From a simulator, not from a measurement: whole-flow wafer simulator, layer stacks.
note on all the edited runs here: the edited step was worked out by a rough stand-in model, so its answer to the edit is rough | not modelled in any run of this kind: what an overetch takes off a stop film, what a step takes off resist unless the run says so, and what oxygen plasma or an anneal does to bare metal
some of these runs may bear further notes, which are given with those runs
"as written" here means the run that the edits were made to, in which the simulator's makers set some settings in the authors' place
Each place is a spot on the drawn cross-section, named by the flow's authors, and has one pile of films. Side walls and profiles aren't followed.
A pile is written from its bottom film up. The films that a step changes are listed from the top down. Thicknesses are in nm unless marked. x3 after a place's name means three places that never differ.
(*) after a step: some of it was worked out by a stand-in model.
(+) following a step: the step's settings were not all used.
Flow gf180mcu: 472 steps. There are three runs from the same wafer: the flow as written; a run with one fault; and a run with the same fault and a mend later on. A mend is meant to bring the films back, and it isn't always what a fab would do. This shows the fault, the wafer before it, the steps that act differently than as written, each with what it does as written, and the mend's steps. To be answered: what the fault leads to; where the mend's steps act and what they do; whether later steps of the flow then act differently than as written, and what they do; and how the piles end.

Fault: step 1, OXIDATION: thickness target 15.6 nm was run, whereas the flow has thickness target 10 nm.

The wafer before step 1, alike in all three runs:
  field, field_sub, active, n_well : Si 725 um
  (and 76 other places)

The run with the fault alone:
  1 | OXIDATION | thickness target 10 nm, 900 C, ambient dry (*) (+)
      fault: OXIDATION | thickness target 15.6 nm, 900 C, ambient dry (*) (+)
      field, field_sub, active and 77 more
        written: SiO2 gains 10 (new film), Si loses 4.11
        fault: SiO2 gains 15.6 (new film), Si loses 6.58
  Steps later in the flow that act otherwise than as written (93 other steps are not shown; they differ only slightly, by no more than 2% or 0.5 nm, whichever is larger):
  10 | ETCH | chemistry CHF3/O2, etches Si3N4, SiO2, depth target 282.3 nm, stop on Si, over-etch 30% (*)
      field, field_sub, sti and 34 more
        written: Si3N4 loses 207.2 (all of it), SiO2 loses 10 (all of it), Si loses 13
        fault: Si3N4 loses 207.2 (all of it), SiO2 loses 15.6 (all of it), Si loses 11.9
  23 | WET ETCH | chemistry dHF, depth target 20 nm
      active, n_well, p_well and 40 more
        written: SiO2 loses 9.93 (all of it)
        fault: SiO2 loses 15.5 (all of it)
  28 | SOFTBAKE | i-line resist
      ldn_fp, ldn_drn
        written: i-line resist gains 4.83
        fault: i-line resist gains 5.5
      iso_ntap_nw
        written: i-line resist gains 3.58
        fault: i-line resist gains 4.11
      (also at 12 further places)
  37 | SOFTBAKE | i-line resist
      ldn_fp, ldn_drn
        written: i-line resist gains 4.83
        fault: i-line resist gains 5.5
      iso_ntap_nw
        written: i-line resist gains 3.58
        fault: i-line resist gains 4.11
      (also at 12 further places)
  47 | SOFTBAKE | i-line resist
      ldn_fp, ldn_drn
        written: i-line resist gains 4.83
        fault: i-line resist gains 5.5
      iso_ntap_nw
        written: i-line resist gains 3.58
        fault: i-line resist gains 4.11
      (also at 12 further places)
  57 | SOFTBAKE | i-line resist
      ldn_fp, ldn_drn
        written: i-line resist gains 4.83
        fault: i-line resist gains 5.5
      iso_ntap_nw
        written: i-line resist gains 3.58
        fault: i-line resist gains 4.11
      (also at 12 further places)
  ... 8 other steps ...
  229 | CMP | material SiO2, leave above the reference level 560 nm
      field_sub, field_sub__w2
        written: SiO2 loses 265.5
        fault: SiO2 loses 271.8
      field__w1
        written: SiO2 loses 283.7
        fault: SiO2 loses 289.7
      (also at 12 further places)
  The piles end different from the flow's at ld_sd_n by more than 2% or 0.5 nm, whichever is larger.
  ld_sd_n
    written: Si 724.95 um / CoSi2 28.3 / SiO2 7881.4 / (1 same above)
    fault: Si 724.95 um / CoSi2 27.7 / SiO2 7881.4 / (1 same above)

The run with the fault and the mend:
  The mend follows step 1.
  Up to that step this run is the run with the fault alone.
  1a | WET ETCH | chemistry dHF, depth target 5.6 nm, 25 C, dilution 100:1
      field, field_sub, active and 77 more
        SiO2 loses 5.6
  Later steps of the flow that are run all act as written at every place that is followed.
  When the end is reached, the piles differ only a little from the flow's at the places that both follow, at most by 2% or 0.5 nm, whichever is larger.
